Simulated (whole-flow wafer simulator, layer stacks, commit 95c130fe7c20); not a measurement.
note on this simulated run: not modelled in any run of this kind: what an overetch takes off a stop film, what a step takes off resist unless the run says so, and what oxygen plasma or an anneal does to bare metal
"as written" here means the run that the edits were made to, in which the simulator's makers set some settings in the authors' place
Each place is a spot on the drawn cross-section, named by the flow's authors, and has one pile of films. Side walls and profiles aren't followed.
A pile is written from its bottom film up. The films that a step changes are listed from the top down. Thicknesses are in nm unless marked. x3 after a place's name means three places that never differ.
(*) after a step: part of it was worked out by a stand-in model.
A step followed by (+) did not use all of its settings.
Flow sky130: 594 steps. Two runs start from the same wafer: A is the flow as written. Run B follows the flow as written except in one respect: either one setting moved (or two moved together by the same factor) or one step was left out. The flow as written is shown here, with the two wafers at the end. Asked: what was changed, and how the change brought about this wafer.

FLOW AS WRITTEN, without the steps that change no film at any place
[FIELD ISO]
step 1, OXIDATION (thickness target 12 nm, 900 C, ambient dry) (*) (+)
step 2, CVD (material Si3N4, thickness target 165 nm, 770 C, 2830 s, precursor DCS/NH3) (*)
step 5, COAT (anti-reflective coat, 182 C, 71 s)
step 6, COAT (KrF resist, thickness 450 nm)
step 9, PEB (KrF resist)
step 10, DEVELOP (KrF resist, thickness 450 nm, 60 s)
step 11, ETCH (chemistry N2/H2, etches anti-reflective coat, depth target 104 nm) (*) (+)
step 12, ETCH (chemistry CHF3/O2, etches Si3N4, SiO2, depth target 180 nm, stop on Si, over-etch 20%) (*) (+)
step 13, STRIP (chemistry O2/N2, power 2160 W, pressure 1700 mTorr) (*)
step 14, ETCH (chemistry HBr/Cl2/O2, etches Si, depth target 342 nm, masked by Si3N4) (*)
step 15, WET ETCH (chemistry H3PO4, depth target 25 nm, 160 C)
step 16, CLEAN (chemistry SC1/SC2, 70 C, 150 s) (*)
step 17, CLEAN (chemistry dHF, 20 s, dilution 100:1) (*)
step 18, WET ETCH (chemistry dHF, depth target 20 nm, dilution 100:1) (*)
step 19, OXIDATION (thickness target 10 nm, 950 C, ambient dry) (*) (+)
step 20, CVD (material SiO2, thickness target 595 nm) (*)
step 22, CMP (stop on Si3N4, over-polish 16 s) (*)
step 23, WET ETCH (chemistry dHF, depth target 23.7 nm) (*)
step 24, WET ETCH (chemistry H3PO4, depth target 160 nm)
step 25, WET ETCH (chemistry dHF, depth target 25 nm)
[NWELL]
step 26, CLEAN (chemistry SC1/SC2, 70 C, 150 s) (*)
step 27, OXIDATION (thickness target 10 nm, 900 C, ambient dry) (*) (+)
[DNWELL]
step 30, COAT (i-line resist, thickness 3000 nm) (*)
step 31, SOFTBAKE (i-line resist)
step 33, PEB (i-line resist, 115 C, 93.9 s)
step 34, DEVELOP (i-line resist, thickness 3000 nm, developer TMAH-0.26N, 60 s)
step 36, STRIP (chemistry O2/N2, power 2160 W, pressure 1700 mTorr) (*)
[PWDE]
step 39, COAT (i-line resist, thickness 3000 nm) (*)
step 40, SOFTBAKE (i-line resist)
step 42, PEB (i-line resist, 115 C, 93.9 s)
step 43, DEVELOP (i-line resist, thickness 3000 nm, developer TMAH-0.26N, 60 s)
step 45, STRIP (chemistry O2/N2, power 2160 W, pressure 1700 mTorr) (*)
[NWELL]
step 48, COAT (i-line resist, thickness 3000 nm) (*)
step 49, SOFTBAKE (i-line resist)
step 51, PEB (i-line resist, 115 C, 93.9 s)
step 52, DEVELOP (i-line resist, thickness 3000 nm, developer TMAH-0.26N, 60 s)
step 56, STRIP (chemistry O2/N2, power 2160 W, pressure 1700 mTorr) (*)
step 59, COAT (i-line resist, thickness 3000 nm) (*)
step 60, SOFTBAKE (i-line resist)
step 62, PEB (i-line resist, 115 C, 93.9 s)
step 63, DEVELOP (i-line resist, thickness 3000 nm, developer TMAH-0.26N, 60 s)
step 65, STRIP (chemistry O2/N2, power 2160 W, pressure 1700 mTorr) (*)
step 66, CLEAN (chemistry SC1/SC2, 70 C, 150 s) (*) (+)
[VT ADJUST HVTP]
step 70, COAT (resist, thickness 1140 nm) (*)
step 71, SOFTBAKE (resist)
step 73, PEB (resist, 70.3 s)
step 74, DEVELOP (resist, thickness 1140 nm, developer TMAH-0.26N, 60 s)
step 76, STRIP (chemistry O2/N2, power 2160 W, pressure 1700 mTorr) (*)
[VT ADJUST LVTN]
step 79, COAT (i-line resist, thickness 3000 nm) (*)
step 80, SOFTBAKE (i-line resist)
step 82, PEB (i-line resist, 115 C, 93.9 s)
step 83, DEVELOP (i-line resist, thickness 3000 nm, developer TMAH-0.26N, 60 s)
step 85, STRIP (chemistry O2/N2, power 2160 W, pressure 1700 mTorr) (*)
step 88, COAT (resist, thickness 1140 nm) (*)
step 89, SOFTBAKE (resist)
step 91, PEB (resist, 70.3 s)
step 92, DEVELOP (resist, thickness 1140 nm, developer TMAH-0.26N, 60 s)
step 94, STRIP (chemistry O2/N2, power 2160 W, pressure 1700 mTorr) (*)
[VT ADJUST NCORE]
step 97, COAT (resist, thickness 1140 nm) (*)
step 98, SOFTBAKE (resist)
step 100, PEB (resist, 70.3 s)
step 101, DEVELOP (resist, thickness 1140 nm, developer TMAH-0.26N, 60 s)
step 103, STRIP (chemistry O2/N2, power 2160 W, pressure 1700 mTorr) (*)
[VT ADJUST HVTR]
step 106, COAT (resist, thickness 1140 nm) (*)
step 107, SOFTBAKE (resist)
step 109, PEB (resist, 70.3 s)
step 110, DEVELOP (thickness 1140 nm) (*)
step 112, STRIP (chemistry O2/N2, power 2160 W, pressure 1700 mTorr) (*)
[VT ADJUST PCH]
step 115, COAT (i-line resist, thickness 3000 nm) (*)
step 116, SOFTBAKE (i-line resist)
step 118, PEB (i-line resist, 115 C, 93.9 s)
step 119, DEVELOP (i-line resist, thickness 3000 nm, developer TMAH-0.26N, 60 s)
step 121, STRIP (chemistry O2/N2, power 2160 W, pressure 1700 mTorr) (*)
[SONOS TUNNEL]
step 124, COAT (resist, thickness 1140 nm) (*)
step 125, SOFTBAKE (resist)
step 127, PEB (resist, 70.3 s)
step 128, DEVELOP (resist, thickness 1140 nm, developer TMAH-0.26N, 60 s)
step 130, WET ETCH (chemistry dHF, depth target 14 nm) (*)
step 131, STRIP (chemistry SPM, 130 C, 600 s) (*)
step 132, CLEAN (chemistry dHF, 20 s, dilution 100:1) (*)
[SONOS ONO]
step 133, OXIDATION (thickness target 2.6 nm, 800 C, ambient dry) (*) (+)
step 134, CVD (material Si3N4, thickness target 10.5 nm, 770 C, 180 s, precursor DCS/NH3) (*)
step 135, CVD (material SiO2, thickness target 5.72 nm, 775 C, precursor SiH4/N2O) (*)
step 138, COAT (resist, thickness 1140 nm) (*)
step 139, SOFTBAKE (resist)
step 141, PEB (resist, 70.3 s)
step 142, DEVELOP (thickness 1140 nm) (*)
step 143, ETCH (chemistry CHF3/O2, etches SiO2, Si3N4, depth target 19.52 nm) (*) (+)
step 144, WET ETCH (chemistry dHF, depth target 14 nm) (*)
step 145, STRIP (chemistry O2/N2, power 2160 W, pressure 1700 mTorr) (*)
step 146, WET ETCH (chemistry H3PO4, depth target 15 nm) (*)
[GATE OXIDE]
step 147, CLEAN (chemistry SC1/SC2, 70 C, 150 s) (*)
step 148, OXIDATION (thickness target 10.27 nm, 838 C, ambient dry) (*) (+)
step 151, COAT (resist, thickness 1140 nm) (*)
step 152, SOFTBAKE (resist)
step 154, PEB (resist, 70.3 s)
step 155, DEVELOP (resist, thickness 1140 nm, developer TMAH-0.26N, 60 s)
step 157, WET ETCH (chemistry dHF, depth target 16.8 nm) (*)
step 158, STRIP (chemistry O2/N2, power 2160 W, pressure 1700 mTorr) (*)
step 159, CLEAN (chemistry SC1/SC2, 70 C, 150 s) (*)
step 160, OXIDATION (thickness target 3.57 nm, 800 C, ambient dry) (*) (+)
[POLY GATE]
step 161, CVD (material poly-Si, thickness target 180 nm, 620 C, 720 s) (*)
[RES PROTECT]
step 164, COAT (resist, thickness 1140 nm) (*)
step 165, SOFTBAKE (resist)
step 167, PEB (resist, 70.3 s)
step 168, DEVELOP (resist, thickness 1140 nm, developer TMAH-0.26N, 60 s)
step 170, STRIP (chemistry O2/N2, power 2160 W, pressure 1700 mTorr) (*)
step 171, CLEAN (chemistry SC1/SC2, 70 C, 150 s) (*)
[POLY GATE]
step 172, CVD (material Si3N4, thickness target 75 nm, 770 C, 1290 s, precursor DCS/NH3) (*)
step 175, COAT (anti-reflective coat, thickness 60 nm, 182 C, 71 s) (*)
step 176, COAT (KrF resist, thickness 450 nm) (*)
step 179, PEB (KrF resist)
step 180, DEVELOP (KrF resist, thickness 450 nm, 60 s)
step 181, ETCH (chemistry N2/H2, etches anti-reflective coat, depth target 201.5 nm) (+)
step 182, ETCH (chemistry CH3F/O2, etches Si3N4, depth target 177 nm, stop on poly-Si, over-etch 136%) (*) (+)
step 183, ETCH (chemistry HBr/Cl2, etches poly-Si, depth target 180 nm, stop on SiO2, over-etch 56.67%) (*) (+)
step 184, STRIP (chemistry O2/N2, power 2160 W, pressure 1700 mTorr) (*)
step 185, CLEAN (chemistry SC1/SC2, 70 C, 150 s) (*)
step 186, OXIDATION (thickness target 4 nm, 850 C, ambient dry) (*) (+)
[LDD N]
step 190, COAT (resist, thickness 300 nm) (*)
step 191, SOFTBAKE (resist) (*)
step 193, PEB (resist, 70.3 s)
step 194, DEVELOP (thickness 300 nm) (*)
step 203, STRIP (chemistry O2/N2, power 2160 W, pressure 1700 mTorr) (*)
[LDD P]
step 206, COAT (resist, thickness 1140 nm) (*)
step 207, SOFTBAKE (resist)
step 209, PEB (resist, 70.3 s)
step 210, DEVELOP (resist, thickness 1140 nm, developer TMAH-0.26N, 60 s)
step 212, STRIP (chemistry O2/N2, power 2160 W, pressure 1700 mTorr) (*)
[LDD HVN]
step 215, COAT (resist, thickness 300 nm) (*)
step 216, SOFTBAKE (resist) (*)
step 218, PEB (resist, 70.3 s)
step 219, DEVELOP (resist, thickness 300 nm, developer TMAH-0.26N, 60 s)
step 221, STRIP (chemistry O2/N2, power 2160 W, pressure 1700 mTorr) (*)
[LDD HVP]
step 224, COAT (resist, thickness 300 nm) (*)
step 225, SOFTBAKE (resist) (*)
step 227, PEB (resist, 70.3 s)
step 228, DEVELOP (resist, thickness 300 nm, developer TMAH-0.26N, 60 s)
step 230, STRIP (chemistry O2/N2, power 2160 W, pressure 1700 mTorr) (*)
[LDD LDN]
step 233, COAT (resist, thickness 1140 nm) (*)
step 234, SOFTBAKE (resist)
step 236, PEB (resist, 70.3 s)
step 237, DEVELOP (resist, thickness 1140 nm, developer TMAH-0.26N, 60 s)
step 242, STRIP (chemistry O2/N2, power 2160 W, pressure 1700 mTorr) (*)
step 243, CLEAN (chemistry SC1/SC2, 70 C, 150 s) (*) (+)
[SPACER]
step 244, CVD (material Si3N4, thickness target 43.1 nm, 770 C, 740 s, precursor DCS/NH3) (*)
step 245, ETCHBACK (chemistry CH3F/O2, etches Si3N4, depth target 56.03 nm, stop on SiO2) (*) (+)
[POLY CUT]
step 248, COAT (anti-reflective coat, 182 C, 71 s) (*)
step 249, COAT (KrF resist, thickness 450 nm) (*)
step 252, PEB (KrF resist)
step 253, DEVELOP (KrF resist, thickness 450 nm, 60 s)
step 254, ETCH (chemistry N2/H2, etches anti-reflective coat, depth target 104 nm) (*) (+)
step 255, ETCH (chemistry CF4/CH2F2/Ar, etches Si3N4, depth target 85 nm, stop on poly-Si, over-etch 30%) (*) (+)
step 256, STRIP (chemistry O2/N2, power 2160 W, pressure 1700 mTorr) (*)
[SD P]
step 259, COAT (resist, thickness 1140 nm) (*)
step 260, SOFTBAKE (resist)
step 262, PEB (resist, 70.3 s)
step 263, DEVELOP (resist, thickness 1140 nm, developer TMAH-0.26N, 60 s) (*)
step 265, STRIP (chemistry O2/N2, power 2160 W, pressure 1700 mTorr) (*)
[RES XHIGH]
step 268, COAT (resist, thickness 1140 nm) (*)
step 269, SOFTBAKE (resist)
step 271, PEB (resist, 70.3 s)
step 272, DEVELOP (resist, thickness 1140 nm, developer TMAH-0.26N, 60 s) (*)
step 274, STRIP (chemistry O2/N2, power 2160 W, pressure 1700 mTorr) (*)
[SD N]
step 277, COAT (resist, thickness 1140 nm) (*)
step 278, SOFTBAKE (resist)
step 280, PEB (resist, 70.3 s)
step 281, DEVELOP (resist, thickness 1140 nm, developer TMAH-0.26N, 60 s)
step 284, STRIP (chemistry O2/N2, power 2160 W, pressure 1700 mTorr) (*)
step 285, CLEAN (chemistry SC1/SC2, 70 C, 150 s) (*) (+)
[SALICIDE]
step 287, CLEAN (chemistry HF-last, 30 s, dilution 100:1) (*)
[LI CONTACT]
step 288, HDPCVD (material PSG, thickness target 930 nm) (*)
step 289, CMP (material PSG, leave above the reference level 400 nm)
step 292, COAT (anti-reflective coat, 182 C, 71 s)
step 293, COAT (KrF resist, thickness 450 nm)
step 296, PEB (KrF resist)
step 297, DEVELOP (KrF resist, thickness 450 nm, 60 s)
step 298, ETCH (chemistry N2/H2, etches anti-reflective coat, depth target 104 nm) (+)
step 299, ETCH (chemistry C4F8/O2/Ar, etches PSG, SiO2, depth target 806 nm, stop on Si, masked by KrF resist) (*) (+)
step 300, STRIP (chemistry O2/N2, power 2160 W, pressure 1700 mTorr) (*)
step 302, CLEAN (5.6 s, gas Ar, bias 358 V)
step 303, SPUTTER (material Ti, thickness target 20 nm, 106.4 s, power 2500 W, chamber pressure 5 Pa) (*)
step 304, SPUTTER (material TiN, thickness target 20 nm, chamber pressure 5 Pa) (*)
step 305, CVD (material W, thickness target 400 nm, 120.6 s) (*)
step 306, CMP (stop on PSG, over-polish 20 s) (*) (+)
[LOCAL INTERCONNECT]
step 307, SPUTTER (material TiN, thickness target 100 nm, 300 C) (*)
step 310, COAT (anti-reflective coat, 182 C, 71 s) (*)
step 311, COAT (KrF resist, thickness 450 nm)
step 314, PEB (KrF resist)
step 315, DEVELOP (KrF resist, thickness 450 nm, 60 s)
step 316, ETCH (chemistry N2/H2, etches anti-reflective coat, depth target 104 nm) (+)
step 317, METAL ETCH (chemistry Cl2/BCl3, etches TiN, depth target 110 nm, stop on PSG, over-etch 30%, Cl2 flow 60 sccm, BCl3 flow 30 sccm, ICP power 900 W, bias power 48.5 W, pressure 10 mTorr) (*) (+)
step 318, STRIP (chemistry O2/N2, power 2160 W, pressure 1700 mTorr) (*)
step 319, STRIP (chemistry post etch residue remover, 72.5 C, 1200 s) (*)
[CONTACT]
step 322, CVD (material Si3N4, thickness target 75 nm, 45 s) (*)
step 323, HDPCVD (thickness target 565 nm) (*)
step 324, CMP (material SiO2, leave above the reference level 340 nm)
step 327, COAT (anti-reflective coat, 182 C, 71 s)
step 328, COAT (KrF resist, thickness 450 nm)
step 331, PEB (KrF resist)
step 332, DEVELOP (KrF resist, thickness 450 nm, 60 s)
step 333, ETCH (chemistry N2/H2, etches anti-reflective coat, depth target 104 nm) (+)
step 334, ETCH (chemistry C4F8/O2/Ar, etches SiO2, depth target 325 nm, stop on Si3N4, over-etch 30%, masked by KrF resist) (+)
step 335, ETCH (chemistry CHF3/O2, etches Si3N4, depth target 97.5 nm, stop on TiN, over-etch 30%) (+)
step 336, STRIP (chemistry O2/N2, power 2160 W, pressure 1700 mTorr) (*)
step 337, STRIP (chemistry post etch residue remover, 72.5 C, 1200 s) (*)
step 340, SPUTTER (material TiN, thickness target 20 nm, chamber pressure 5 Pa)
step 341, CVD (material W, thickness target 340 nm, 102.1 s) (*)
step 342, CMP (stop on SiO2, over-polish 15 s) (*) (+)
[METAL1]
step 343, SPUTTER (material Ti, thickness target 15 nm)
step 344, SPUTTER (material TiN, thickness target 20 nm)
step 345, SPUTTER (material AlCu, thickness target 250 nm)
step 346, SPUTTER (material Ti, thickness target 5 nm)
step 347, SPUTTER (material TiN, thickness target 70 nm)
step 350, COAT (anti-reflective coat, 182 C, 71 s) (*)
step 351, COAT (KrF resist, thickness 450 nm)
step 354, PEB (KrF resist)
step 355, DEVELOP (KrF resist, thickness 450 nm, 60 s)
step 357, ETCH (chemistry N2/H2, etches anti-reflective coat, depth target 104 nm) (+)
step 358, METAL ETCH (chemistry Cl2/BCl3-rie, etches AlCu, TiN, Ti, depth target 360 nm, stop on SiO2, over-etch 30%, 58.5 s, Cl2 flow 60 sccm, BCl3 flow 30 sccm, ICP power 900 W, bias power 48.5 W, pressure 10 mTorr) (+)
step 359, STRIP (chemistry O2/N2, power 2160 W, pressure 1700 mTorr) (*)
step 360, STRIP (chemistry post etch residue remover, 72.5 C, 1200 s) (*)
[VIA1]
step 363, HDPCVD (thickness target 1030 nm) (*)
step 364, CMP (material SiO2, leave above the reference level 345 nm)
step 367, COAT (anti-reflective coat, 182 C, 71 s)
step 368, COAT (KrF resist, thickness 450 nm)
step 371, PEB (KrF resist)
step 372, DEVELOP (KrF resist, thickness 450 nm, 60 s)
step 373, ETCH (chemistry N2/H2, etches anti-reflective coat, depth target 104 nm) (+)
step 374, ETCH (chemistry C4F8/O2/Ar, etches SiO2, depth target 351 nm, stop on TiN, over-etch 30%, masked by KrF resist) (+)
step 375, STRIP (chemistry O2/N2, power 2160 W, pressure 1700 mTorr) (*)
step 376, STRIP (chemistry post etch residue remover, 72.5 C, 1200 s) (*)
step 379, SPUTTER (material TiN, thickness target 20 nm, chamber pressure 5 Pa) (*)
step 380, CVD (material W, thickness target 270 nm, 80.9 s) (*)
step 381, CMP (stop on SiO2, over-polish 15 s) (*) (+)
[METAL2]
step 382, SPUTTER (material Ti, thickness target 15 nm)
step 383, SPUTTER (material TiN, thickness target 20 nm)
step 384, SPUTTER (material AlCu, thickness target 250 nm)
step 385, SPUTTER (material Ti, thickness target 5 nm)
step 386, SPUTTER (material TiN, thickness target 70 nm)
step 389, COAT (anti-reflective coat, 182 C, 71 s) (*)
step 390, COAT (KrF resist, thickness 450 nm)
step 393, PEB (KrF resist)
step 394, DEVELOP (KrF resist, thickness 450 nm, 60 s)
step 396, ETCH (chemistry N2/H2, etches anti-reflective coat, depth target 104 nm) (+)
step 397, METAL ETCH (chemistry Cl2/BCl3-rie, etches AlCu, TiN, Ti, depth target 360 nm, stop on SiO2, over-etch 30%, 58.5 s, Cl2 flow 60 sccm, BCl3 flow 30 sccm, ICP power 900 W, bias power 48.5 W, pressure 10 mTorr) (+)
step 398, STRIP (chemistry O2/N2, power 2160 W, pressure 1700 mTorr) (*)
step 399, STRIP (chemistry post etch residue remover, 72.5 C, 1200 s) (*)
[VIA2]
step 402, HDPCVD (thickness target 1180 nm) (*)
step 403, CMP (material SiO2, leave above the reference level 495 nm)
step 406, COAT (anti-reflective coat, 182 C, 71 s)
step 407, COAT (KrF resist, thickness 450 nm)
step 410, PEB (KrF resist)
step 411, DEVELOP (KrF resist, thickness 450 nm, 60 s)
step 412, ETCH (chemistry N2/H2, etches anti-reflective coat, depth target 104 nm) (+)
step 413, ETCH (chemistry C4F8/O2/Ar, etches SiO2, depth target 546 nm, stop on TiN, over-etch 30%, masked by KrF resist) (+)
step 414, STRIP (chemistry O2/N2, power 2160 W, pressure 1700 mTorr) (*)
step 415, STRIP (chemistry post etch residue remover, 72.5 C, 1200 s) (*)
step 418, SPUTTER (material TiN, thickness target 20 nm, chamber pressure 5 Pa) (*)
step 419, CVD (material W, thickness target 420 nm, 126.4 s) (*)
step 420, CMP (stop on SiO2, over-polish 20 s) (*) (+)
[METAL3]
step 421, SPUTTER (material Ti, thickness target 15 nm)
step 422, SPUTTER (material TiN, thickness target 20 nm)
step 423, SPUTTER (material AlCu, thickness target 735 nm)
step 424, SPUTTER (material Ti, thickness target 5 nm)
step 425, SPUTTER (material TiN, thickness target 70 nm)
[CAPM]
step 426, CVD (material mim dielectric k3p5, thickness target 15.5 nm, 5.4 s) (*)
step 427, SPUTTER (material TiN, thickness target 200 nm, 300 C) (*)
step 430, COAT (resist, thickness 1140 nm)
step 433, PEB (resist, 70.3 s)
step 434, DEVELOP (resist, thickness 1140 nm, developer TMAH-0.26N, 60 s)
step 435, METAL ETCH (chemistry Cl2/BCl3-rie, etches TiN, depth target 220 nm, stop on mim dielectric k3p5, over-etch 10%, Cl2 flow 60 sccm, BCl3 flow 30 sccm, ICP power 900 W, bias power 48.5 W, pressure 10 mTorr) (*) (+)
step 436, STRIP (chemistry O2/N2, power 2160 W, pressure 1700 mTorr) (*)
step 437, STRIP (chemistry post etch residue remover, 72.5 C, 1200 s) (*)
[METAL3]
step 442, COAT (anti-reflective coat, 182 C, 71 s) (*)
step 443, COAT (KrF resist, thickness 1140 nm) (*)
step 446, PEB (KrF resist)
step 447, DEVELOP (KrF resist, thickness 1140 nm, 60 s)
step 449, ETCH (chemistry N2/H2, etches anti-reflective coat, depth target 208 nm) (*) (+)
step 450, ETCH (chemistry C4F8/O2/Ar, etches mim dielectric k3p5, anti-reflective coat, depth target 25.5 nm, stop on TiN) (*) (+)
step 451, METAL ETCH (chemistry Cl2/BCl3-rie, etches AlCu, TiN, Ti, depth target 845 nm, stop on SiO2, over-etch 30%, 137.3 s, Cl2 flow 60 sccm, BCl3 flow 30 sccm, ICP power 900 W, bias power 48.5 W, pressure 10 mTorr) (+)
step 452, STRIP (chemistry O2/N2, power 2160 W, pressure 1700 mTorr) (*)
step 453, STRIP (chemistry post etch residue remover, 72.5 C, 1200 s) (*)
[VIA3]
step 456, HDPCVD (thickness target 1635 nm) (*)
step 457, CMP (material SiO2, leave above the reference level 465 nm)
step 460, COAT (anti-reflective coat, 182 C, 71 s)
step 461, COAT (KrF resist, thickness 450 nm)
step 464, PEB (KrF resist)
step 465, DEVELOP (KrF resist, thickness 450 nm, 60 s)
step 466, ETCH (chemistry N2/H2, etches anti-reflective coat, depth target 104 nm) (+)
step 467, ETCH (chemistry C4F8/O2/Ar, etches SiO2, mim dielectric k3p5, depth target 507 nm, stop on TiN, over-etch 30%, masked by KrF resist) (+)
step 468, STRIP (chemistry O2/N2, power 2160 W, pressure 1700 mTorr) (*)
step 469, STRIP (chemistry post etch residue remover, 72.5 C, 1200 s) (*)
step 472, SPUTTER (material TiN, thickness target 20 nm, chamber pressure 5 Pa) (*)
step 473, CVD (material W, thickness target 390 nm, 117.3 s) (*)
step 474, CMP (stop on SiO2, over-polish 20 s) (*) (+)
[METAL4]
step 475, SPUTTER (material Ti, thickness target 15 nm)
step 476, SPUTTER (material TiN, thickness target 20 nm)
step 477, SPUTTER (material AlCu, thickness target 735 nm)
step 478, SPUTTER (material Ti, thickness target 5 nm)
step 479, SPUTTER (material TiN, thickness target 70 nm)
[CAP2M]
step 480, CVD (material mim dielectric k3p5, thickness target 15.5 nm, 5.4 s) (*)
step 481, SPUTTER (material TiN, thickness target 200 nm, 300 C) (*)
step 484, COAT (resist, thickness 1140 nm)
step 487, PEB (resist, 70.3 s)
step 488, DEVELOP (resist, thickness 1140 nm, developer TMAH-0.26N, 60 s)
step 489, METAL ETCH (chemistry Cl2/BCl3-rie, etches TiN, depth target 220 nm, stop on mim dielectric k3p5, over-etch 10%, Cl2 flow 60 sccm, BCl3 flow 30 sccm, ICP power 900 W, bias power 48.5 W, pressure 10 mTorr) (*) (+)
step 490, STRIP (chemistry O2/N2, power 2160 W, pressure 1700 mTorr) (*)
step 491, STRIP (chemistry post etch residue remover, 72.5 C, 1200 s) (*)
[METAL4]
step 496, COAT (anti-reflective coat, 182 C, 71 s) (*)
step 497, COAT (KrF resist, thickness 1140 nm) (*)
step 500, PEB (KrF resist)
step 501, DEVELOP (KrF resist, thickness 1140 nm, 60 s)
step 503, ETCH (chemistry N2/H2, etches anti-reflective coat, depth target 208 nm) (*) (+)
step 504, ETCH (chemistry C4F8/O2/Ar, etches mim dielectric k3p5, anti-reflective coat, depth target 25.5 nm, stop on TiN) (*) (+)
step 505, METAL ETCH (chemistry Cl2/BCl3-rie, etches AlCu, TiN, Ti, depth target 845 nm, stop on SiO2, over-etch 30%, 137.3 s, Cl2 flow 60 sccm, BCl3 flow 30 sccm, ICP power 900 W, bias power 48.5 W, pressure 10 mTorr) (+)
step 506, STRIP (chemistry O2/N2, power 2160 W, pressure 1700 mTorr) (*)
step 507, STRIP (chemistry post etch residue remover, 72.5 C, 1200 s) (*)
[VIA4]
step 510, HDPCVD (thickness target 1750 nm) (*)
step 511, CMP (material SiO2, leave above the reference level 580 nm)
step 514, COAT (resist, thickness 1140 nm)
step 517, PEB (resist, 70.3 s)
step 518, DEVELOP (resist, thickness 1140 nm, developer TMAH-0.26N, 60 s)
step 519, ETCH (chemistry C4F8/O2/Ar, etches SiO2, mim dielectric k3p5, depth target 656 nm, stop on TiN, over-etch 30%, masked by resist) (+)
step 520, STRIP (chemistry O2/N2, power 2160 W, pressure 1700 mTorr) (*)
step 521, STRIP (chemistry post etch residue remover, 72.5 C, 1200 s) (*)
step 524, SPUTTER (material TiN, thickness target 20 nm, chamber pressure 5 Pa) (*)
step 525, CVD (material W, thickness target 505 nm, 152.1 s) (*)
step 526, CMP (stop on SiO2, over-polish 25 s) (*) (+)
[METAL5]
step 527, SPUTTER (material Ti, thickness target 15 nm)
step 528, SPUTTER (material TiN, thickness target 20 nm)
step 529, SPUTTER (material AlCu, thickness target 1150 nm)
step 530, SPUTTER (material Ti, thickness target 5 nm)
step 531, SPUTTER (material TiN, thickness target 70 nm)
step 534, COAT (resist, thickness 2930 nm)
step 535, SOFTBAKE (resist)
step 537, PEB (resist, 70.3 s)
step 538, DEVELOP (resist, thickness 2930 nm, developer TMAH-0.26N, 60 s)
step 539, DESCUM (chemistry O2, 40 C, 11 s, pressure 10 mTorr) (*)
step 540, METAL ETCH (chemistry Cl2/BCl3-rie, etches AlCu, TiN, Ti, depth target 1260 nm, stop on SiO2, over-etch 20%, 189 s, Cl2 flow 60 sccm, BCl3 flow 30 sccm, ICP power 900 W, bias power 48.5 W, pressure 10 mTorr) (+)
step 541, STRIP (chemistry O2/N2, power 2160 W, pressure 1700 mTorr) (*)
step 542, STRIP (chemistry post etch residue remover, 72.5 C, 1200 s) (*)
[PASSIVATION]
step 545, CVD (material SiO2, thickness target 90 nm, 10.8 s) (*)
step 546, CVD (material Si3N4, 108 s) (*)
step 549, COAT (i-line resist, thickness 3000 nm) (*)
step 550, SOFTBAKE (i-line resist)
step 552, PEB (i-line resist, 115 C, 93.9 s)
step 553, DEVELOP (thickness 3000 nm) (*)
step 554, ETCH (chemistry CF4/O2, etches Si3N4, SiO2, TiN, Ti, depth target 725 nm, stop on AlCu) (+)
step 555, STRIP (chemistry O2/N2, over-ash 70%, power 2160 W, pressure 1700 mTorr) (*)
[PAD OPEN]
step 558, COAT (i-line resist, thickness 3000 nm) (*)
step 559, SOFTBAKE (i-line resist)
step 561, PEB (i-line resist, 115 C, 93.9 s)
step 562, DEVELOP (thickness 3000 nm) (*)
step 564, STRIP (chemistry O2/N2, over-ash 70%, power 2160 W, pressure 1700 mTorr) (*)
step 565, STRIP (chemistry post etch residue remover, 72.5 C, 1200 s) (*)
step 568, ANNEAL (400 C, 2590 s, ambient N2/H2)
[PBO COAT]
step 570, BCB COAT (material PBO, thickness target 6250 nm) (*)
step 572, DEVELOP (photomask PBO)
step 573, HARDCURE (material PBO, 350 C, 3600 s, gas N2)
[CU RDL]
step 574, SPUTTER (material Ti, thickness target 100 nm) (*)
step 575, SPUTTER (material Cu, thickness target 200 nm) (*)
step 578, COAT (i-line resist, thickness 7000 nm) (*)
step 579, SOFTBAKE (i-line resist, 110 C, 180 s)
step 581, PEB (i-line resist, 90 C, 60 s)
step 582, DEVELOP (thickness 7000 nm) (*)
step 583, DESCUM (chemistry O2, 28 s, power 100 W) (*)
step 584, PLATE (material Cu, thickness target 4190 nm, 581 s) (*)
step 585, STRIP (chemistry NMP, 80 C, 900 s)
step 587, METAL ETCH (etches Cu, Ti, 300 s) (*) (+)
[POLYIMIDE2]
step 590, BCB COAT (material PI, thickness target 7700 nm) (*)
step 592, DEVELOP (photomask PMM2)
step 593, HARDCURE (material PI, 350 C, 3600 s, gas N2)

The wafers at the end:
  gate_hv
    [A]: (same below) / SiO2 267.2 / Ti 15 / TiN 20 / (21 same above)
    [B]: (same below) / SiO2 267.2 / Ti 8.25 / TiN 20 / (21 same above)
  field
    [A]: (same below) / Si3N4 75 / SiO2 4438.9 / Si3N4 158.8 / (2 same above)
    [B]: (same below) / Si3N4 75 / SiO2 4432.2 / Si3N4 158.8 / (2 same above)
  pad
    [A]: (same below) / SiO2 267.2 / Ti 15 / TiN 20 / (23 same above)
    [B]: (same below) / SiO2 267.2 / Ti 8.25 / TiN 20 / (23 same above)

The reason: step 382, SPUTTER: thickness target 8.25 nm was run, while the flow as written has thickness target 15 nm.
One can read it off the wafer: gate_hv has Ti 8.25, and step 382 as written asks for 15 nm.

How this came from the change, step by step:
  step 382, SPUTTER (material Ti, thickness target 15 nm)
      field, active, n_well and 188 more: A Ti gains 15 (new film) | B Ti gains 8.25 (new film)
  step 397, METAL ETCH (chemistry Cl2/BCl3-rie, etches AlCu, TiN, Ti, depth target 360 nm, stop on SiO2, over-etch 30%, 58.5 s, Cl2 flow 60 sccm, BCl3 flow 30 sccm, ICP power 900 W, bias power 48.5 W, pressure 10 mTorr) (+)
      field, active, gate and 82 more: A TiN loses 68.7 (all of it), Ti loses 5 (all of it), AlCu loses 250 (all of it), TiN loses 20 (all of it), Ti loses 15 (all of it), SiO2 loses 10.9 | B TiN loses 68.7 (all of it), Ti loses 5 (all of it), AlCu loses 250 (all of it), TiN loses 20 (all of it), Ti loses 8.25 (all of it), SiO2 loses 11.6
